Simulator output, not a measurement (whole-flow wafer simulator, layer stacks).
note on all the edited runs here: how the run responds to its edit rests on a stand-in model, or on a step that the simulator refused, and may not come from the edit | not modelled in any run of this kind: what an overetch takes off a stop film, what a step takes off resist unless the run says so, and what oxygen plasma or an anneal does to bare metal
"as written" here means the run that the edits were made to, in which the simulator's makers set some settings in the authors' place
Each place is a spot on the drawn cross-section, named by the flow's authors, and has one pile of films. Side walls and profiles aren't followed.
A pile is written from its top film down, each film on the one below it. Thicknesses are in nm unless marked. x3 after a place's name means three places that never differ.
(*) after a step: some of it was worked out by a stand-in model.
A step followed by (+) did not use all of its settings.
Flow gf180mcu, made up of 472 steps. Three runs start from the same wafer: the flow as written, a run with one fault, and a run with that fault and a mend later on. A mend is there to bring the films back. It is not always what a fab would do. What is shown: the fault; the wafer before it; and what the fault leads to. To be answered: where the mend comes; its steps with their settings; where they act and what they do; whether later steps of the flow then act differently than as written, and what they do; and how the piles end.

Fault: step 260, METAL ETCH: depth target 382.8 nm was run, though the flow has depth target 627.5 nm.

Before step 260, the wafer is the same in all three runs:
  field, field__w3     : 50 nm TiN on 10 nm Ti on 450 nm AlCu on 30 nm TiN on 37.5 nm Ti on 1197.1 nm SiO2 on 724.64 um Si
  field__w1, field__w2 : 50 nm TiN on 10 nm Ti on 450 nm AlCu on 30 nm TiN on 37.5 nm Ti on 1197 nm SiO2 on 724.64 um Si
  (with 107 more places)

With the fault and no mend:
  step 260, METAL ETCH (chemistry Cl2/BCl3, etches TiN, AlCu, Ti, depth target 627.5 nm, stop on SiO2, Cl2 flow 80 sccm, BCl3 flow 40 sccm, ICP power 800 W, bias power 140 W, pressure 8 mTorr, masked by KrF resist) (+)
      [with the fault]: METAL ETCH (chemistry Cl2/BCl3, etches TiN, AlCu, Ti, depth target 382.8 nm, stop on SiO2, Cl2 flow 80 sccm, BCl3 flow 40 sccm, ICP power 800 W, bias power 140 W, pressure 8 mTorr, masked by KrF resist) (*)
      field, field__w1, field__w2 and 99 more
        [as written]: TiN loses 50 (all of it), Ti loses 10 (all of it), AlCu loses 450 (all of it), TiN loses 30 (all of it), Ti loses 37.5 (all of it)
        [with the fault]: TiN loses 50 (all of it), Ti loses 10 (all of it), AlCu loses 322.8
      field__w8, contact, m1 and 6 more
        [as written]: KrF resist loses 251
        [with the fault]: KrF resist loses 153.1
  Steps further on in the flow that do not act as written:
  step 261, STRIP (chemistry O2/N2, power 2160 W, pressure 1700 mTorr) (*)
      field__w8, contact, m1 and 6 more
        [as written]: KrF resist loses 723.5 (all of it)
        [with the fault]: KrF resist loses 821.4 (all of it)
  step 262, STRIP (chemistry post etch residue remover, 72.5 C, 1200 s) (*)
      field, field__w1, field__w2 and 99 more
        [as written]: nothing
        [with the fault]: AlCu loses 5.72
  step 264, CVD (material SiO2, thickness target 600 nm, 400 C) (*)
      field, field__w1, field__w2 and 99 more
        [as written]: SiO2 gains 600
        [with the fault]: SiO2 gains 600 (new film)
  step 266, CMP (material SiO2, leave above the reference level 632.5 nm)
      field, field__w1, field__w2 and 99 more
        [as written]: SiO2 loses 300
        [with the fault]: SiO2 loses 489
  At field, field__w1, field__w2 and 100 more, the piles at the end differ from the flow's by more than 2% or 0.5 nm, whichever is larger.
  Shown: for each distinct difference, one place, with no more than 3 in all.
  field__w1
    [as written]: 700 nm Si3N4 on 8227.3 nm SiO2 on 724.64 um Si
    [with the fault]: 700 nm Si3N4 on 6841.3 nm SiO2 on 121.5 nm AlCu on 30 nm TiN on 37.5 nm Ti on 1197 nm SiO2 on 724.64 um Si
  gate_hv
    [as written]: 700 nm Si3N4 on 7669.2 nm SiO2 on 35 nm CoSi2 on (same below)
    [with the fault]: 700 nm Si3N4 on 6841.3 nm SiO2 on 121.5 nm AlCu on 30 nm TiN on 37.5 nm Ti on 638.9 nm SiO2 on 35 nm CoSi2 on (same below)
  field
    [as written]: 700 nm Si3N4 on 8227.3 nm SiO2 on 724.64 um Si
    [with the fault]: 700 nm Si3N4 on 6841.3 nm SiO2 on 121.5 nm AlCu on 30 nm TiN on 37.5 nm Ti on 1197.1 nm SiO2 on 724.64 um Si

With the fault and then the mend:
  After step 260 comes the mend.
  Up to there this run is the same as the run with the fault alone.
  step 260a, METAL ETCH (chemistry Cl2/BCl3, etches TiN, AlCu, Ti, depth target 244.7 nm, stop on SiO2, Cl2 flow 80 sccm, BCl3 flow 40 sccm, ICP power 800 W, bias power 140 W, pressure 8 mTorr, masked by KrF resist) (+) (the flow's step 260 again, with other settings)
      field, field__w1, field__w2 and 99 more
        AlCu loses 127.2 (all of it), TiN loses 30 (all of it), Ti loses 37.5 (all of it)
      field__w8, contact, m1 and 6 more
        KrF resist loses 97.9
  None of the later steps of the flow acts differently than as written at any place that is followed.
  At every place that both follow, the piles at the end match the flow's.
